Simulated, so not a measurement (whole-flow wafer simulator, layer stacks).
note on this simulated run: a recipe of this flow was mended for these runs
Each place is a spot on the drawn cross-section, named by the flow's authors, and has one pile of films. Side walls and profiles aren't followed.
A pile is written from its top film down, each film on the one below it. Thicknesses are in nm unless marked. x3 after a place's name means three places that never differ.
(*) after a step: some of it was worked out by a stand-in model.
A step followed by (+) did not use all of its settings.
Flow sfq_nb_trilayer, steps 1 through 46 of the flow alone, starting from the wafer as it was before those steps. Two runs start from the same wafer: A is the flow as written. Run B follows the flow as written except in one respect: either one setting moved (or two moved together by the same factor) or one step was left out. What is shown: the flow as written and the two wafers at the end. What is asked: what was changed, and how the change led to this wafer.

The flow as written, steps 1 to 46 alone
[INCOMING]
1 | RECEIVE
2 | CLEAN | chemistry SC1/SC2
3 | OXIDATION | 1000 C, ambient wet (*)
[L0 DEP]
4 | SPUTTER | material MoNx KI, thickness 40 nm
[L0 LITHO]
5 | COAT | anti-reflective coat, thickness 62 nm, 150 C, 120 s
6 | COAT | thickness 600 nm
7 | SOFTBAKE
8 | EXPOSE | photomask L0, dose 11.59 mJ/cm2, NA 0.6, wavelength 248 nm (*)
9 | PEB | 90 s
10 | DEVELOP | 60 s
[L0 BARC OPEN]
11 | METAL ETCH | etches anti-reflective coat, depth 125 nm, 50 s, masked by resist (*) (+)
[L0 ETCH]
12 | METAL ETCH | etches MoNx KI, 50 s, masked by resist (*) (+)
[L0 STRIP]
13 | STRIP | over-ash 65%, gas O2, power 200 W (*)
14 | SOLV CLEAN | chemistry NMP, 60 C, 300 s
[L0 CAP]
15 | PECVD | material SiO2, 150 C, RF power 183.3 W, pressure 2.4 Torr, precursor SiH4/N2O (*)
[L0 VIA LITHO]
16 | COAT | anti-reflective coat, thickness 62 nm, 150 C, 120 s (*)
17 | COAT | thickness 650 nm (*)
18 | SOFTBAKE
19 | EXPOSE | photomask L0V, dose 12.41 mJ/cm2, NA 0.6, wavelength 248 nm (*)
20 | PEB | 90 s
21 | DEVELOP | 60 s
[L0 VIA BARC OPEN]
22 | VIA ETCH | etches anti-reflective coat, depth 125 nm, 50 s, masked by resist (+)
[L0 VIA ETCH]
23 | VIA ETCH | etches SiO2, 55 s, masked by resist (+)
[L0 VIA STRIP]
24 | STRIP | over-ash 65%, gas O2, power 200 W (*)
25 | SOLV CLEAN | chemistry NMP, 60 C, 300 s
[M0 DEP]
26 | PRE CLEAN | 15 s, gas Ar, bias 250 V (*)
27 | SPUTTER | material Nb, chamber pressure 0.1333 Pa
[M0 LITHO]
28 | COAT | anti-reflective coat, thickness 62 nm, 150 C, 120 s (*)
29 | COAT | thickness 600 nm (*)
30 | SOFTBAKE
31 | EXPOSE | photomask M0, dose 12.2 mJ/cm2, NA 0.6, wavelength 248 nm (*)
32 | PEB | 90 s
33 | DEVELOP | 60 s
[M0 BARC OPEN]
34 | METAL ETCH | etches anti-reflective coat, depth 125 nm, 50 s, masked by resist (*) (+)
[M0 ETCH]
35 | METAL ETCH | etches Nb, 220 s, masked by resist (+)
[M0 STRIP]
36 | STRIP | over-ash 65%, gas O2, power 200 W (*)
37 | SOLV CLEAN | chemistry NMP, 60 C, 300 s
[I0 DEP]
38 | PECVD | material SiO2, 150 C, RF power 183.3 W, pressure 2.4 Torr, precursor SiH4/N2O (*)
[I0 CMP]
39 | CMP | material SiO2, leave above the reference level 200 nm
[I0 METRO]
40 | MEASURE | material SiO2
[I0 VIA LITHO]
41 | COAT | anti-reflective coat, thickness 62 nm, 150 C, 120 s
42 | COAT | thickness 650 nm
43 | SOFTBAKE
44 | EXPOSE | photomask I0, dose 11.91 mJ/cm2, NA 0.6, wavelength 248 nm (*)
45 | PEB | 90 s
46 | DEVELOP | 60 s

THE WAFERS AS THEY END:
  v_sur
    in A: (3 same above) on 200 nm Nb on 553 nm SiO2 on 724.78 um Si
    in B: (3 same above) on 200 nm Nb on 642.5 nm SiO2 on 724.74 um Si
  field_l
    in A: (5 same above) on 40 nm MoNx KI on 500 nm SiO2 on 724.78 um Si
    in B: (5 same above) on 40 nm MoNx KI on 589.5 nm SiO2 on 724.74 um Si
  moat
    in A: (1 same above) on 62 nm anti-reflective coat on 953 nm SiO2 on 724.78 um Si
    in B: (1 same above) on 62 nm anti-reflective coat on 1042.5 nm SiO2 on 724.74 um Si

The reason: step 3, OXIDATION: 1027 C was run, while the flow as written has 1000 C.

The path from the change to this, step by step:
  3 | OXIDATION | 1000 C, ambient wet (*)
      field_l, v_sur, via_wl and 103 more: A +500 SiO2 (new film), -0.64 chemical SiO2 (all of it), -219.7 Si | B +589.5 SiO2 (new film), -0.64 chemical SiO2 (all of it), -259.1 Si
